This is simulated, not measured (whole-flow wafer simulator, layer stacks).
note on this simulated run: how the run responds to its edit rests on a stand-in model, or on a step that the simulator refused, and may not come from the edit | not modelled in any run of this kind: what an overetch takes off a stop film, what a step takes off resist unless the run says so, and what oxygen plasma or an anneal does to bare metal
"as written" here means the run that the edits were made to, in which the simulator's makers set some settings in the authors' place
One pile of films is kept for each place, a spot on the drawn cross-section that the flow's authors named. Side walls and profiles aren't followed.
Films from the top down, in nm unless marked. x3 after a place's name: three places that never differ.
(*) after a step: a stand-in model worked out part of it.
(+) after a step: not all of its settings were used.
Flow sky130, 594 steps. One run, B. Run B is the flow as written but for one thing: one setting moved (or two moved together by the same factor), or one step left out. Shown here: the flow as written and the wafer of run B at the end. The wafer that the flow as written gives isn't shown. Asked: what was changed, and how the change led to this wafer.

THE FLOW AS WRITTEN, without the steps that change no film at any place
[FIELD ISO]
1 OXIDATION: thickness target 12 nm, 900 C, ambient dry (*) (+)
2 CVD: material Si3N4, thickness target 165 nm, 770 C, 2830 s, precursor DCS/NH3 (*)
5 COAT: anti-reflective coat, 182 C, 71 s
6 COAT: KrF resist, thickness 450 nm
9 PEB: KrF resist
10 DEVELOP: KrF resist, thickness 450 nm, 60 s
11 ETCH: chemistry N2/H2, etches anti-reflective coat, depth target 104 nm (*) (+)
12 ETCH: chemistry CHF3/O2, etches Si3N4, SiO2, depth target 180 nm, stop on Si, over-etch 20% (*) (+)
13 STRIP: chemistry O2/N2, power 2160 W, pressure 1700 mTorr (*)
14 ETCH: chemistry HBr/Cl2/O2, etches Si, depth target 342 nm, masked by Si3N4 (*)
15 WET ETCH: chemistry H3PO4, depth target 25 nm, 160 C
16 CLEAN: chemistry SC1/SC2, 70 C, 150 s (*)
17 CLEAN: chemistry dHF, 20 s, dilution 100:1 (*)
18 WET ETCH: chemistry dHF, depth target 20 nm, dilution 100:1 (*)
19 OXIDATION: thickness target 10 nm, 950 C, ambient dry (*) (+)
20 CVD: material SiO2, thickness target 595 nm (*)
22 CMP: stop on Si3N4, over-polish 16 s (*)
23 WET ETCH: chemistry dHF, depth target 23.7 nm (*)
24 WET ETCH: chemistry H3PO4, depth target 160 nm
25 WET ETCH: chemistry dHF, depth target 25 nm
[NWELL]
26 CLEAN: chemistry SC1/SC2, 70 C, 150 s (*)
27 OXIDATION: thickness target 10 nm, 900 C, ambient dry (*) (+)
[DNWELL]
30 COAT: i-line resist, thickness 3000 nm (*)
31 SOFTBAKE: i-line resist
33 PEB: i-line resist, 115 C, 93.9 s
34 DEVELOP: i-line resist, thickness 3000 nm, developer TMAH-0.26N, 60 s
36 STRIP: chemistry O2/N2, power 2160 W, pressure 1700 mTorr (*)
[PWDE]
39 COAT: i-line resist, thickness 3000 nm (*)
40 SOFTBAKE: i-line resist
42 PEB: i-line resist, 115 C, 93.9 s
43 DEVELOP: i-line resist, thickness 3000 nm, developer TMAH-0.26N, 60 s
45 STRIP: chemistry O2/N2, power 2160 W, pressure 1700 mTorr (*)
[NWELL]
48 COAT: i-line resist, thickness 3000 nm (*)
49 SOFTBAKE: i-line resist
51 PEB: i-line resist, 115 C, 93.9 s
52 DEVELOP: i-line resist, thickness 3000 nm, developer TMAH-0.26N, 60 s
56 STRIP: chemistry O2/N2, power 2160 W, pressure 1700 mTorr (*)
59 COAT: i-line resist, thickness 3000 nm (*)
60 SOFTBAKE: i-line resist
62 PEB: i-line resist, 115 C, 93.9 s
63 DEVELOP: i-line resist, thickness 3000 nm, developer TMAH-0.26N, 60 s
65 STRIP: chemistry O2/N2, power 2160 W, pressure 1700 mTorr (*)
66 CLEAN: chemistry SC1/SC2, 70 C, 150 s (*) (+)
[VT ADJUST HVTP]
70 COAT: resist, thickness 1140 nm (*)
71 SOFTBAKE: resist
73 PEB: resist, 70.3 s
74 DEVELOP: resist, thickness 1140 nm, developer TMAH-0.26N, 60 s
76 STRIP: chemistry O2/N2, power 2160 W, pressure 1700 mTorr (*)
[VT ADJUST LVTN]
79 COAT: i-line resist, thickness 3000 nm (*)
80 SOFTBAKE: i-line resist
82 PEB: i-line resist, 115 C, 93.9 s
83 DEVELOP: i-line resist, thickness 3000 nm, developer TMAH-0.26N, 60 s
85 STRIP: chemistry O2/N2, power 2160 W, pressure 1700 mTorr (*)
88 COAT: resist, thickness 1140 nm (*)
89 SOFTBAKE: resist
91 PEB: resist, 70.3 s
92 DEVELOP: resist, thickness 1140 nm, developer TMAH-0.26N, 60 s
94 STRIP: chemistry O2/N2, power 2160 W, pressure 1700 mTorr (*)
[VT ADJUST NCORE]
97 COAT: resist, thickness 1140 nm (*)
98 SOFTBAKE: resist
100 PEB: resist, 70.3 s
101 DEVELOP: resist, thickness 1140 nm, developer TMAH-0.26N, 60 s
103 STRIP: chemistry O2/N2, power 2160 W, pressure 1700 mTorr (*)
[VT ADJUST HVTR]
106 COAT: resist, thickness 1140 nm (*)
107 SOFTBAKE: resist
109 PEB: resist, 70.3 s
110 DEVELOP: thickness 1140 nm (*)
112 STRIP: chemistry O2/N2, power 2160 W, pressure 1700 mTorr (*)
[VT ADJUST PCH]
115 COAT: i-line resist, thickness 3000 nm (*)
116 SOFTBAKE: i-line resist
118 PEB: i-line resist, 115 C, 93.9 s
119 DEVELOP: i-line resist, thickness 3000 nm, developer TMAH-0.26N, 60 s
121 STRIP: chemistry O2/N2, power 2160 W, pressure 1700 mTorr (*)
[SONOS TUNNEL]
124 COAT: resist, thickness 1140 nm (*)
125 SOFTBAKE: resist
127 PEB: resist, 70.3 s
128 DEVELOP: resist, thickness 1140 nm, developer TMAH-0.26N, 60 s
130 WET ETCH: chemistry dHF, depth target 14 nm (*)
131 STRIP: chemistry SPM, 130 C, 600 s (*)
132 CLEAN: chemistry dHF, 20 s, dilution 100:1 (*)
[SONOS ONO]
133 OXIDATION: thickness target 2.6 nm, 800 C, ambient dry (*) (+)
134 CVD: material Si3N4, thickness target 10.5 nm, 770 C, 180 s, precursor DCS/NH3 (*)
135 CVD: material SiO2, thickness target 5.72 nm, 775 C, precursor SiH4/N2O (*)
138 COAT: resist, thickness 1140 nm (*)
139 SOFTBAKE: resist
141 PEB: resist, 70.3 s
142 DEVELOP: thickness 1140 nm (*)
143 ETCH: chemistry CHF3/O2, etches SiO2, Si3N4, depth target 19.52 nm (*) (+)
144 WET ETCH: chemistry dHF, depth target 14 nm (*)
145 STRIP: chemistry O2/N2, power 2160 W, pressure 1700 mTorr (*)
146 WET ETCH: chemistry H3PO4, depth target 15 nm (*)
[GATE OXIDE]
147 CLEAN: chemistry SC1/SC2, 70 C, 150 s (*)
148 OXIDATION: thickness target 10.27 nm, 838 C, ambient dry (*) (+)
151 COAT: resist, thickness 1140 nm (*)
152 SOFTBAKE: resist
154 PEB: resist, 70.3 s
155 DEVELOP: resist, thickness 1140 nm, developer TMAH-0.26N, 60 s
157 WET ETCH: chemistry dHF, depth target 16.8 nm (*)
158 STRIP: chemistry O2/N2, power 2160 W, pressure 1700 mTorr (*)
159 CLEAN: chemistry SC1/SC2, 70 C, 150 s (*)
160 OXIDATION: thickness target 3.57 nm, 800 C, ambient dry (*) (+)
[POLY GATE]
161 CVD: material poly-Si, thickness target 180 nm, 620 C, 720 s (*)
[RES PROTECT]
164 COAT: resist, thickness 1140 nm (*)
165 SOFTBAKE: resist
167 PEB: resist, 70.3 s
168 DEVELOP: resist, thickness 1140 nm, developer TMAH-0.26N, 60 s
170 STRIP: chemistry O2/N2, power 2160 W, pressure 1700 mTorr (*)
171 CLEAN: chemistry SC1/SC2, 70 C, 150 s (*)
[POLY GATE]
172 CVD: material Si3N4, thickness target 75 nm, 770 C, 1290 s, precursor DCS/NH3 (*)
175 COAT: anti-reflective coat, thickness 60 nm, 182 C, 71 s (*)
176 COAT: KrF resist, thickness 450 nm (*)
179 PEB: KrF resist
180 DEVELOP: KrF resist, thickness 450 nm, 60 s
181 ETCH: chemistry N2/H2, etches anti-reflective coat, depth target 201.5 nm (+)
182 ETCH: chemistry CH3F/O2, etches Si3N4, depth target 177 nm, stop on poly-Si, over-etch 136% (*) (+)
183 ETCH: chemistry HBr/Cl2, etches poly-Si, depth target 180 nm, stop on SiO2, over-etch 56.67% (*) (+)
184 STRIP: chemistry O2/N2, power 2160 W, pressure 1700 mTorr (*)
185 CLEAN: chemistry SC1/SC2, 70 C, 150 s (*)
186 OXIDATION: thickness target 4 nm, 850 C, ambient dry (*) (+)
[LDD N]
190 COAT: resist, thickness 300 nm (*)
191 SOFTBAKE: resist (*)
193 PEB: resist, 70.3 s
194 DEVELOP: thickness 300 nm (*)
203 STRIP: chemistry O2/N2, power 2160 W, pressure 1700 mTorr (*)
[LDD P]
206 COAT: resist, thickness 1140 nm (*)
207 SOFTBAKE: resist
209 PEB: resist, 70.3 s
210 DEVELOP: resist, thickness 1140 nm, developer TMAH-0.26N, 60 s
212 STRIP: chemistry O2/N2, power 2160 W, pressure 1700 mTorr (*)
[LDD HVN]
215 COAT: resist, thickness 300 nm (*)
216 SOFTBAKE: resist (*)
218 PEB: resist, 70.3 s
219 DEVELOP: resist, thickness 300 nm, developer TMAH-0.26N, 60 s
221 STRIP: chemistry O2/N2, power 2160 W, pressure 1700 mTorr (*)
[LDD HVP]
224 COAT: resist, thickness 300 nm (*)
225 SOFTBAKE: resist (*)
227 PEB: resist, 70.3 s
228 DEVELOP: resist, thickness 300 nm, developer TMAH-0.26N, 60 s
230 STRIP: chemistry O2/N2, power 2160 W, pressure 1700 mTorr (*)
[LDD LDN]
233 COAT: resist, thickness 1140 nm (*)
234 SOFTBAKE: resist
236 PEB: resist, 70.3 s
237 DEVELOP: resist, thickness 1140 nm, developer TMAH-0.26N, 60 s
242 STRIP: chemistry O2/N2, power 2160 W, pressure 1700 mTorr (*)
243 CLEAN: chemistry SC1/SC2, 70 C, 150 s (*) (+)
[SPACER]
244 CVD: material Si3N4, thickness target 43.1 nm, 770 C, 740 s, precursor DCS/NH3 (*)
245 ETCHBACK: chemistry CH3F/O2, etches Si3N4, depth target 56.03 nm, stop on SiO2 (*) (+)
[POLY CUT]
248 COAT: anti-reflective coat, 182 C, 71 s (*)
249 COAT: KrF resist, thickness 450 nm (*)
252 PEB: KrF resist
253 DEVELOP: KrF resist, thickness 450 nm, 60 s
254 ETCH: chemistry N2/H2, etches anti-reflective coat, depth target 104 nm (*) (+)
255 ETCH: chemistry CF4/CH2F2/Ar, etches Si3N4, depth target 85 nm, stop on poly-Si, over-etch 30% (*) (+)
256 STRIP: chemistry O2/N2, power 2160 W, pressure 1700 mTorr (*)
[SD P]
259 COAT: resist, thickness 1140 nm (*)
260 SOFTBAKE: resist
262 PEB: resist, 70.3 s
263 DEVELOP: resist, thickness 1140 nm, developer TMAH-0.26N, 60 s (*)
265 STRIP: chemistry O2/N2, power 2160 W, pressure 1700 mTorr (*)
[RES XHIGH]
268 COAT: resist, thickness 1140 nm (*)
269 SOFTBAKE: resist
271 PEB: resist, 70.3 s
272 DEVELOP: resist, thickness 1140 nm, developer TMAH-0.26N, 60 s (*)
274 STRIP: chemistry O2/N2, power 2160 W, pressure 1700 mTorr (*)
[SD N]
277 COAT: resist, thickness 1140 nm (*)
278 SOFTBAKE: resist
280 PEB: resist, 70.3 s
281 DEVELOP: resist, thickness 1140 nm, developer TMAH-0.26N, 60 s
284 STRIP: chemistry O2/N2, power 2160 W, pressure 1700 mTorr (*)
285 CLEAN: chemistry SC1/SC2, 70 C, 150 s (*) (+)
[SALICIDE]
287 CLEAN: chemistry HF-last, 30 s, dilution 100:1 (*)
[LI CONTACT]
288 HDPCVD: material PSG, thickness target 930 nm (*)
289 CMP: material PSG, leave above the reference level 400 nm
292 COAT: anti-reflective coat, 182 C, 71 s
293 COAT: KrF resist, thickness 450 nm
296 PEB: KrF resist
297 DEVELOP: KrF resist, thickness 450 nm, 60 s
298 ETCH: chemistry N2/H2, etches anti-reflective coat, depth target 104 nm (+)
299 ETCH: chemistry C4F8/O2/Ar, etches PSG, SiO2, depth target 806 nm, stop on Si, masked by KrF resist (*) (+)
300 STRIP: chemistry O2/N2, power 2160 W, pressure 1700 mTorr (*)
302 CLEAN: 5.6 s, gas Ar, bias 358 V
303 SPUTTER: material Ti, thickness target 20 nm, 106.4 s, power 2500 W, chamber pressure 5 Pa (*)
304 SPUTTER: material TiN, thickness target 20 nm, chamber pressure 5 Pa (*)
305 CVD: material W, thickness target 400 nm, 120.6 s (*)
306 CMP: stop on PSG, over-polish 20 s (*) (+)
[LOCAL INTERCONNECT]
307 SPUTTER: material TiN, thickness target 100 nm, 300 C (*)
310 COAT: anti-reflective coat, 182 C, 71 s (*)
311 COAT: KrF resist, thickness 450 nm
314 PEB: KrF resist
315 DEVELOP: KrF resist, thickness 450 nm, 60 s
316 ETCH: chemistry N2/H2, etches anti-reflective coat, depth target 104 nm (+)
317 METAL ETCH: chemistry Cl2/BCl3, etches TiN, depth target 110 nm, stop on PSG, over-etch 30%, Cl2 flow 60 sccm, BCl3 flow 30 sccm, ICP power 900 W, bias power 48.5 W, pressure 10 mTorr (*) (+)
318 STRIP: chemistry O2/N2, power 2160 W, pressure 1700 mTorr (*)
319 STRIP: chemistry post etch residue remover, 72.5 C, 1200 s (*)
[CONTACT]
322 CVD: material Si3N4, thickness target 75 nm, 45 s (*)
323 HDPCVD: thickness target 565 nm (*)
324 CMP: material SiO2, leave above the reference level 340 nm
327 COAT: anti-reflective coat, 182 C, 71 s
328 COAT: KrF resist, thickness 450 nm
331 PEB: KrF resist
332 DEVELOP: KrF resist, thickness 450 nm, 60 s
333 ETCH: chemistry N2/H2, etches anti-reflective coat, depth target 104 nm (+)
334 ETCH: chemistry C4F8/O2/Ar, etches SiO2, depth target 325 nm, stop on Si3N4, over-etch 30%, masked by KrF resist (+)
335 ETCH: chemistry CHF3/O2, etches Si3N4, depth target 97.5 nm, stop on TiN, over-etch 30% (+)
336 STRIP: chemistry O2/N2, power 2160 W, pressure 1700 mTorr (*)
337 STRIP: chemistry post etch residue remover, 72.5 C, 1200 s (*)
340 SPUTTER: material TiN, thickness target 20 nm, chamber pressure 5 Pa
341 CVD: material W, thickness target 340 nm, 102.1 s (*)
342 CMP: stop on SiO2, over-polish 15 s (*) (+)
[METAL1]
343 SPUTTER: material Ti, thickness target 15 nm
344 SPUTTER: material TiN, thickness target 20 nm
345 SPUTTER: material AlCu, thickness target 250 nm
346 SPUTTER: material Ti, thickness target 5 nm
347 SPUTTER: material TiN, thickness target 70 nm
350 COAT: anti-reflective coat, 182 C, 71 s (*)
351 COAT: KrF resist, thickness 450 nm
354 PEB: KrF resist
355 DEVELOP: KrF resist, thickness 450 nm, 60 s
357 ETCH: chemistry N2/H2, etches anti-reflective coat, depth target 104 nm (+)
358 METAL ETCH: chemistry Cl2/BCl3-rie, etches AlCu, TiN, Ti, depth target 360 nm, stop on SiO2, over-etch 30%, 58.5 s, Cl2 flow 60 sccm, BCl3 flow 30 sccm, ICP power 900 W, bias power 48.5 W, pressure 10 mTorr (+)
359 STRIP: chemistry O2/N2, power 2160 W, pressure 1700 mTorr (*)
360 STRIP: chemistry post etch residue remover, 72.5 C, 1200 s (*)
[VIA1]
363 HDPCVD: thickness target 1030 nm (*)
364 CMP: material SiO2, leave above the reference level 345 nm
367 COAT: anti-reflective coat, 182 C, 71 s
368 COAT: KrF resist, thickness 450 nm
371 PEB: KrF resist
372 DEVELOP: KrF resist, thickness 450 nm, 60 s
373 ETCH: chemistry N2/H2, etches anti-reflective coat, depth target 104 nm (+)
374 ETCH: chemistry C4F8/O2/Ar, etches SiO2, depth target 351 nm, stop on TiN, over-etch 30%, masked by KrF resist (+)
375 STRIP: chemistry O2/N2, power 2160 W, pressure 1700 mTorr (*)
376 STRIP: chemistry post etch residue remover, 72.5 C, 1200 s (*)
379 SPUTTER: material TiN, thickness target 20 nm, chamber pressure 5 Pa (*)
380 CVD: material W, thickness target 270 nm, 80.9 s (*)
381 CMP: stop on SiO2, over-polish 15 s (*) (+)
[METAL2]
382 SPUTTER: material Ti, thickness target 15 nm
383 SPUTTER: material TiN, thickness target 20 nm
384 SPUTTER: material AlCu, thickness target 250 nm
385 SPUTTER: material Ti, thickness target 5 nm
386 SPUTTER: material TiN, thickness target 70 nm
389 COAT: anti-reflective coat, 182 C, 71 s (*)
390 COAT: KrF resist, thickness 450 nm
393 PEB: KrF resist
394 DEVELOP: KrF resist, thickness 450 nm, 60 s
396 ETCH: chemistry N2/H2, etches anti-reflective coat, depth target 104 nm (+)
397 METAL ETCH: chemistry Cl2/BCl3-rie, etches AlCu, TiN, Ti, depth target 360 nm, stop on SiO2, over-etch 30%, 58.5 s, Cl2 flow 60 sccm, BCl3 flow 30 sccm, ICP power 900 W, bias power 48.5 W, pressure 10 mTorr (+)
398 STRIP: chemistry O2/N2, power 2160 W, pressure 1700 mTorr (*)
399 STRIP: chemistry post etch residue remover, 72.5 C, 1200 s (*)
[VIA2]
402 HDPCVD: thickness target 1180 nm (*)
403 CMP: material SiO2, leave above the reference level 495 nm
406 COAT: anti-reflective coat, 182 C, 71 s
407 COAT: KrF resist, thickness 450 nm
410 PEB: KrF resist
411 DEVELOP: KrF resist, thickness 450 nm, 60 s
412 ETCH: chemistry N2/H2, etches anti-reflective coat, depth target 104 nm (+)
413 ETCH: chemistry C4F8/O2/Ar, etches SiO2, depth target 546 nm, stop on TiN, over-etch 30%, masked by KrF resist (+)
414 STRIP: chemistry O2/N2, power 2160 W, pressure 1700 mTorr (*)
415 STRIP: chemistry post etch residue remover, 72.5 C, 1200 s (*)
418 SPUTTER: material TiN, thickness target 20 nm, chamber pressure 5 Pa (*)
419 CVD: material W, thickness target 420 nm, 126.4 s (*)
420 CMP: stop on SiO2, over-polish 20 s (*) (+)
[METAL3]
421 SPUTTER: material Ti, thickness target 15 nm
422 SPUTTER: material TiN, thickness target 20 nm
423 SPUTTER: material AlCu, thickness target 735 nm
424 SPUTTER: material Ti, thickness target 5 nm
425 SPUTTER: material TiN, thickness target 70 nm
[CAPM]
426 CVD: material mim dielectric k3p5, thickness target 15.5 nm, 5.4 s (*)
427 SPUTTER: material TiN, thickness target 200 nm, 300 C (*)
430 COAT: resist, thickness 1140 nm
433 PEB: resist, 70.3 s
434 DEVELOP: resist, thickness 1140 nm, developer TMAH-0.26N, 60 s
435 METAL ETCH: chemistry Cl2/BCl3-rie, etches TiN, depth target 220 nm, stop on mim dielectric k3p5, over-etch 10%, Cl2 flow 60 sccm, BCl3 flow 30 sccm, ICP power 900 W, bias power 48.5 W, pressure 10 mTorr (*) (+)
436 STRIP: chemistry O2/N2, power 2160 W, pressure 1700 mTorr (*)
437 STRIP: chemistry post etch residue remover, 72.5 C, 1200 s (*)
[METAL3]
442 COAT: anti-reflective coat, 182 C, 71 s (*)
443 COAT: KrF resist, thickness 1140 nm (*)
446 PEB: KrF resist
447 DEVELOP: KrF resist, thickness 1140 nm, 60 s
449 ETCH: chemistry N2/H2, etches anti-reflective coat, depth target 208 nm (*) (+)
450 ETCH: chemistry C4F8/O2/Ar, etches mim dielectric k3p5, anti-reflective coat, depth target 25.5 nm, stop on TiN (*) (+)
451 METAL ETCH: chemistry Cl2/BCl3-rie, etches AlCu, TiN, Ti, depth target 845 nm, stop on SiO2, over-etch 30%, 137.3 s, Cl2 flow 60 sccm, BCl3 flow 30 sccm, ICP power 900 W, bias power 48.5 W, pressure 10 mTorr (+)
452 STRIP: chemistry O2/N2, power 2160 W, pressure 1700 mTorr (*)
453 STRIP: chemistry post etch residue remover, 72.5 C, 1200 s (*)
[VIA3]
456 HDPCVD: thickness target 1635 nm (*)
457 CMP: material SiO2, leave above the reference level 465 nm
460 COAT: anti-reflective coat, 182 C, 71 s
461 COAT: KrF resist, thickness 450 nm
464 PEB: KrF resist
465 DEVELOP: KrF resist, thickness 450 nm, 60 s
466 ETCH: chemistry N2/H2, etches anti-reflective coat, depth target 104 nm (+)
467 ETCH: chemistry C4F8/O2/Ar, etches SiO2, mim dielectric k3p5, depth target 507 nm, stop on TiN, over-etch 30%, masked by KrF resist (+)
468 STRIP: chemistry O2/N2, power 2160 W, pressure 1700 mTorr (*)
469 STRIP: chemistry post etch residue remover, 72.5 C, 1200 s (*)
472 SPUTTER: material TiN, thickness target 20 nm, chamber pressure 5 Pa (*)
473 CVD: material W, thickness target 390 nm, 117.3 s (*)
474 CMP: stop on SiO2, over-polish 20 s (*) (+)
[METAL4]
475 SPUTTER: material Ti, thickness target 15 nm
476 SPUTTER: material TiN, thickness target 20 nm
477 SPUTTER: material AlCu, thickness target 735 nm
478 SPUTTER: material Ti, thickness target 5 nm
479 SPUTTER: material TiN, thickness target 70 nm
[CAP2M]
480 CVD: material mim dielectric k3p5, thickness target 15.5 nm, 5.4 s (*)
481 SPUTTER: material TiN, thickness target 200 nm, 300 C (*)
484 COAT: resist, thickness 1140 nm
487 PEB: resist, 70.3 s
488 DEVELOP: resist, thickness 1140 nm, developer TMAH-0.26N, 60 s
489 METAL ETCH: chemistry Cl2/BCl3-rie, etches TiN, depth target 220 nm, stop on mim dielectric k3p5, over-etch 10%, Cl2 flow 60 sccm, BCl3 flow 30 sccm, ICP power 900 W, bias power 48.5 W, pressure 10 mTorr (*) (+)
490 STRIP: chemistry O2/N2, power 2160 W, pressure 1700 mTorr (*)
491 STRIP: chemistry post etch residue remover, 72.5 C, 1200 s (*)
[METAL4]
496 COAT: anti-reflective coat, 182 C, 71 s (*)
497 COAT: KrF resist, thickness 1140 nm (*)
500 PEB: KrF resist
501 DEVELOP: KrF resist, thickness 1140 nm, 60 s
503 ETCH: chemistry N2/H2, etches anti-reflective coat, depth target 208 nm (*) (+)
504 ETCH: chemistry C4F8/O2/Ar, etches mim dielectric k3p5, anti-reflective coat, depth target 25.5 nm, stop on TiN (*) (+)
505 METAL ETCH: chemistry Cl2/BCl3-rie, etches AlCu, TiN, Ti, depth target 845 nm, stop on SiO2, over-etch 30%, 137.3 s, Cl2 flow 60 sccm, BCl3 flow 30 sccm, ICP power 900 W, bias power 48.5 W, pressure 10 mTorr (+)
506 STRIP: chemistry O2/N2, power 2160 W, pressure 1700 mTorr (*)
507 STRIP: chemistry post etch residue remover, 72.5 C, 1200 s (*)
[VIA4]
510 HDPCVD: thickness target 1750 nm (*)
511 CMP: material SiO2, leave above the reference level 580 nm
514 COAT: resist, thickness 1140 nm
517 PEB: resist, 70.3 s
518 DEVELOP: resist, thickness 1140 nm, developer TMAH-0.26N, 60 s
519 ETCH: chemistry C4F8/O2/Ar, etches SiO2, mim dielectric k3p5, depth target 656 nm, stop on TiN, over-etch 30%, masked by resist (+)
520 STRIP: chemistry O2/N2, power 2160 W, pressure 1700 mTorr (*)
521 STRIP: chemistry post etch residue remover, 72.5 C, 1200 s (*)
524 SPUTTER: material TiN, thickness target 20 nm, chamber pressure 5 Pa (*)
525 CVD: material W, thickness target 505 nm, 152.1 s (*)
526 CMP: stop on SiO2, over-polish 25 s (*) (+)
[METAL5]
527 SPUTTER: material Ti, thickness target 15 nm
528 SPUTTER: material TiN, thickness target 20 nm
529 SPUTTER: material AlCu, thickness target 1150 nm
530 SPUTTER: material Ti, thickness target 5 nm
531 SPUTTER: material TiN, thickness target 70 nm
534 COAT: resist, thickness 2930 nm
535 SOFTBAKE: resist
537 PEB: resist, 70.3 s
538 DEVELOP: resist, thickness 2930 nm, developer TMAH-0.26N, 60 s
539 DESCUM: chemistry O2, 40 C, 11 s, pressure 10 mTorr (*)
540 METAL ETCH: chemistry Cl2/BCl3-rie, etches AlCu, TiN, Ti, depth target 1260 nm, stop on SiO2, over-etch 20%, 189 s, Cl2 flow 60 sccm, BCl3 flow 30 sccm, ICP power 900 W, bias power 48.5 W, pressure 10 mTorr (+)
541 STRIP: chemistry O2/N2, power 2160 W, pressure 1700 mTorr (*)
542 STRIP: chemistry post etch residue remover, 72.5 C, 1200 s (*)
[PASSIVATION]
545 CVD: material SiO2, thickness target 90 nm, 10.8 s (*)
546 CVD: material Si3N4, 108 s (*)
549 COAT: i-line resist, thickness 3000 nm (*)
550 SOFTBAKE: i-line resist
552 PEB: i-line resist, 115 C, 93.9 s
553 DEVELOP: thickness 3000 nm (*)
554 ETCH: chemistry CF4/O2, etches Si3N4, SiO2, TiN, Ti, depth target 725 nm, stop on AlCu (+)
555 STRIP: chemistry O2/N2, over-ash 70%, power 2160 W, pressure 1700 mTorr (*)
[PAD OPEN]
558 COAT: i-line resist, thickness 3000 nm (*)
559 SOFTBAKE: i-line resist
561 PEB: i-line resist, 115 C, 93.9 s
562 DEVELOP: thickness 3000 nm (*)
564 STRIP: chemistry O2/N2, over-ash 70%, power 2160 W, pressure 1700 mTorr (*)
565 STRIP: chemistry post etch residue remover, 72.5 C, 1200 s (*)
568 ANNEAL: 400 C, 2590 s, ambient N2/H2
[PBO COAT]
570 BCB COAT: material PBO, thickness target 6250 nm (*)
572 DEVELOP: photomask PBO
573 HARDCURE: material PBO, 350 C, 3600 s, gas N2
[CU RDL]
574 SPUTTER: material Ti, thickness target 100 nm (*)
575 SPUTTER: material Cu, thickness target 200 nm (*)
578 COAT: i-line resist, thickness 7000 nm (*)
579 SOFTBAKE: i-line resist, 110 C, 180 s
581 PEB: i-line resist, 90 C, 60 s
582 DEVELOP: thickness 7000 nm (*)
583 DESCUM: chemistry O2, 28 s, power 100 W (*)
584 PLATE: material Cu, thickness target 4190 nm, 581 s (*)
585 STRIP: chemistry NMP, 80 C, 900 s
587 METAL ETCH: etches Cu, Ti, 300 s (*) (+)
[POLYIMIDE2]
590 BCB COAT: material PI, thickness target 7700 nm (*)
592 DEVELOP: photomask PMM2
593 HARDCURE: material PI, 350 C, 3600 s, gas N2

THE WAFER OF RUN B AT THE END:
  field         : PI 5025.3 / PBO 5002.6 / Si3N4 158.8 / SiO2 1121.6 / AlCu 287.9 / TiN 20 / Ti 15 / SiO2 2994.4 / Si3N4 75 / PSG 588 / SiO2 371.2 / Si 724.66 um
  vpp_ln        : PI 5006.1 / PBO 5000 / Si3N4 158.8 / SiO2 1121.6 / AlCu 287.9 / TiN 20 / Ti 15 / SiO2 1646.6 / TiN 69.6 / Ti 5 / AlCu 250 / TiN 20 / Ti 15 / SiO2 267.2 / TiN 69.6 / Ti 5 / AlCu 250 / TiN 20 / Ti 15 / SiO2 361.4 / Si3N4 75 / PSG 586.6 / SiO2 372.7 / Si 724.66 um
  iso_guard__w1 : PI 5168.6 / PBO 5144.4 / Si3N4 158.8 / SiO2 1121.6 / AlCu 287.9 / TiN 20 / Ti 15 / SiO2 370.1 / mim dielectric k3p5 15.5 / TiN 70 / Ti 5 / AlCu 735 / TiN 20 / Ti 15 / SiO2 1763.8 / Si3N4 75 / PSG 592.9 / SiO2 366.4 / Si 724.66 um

The cause: step 505, METAL ETCH: depth target 397.2 nm was run, where the flow has depth target 845 nm; step 505, METAL ETCH: 64.5 s was run, where the flow has 137.3 s.

How the change led to this, step by step:
  505 METAL ETCH: chemistry Cl2/BCl3-rie, etches AlCu, TiN, Ti, depth target 845 nm, stop on SiO2, over-etch 30%, 137.3 s, Cl2 flow 60 sccm, BCl3 flow 30 sccm, ICP power 900 W, bias power 48.5 W, pressure 10 mTorr (+)
      field, gate, spacer and 68 more: TiN -70 (all of it), Ti -5 (all of it), AlCu -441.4 (as written it would be: TiN -70 (all of it), Ti -5 (all of it), AlCu -735 (all of it), TiN -20 (all of it), Ti -15 (all of it), SiO2 -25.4)
      active, vpp_iso1, mim_edge_plate and 14 more: TiN -70 (all of it), Ti -5 (all of it), AlCu -441.4 (as written it would be: TiN -70 (all of it), Ti -5 (all of it), AlCu -735 (all of it), TiN -20 (all of it), Ti -15 (all of it), SiO2 -25.3)
      (and at 105 more places)
  506 STRIP: chemistry O2/N2, power 2160 W, pressure 1700 mTorr (*)
      gate_hv, mim, dice_street and 76 more: KrF resist -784 (all of it), anti-reflective coat -80 (all of it) (as written it would be: KrF resist -492.9 (all of it), anti-reflective coat -80 (all of it))
      n_well, p_well, sd_n, sd_p, pad, mim_edge_plate_strap, mim_edge_gap_sheet: KrF resist -783.9 (all of it), anti-reflective coat -80 (all of it) (as written it would be: KrF resist -492.9 (all of it), anti-reflective coat -80 (all of it))
      (and at 19 more places)
  507 STRIP: chemistry post etch residue remover, 72.5 C, 1200 s (*)
      field, active, gate and 85 more: AlCu -5.72 (as written it would be: nothing)
  510 HDPCVD: thickness target 1750 nm (*)
      field, active, gate and 85 more: SiO2 +1750 (new film) (as written it would be: SiO2 +1750)
  511 CMP: material SiO2, leave above the reference level 580 nm
      field, active, gate and 77 more: SiO2 -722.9 (as written it would be: SiO2 -374.7)
      iso_guard__w1, mim_edge_gap, vpp_l1ln, vpp_m3ln, rpm_encl, via2_enc, rpm_encl_psd, iso_guard_nsd_tip: SiO2 -722.9 (as written it would be: SiO2 -374.6)
Counting metal films that touch as one body, field has 1 body; the flow as written gives 0 bodies.
Counting metal films that touch as one body, vpp_ln has 3 bodies (between them, from the top down: SiO2 1646.6; SiO2 267.2); the flow as written gives 2 bodies (between them, from the top down: SiO2 267.2).
Counting metal films that touch as one body, iso_guard__w1 has 2 bodies (between them, from the top down: SiO2 370.1 / mim dielectric k3p5 15.5); the flow as written gives 1 body.
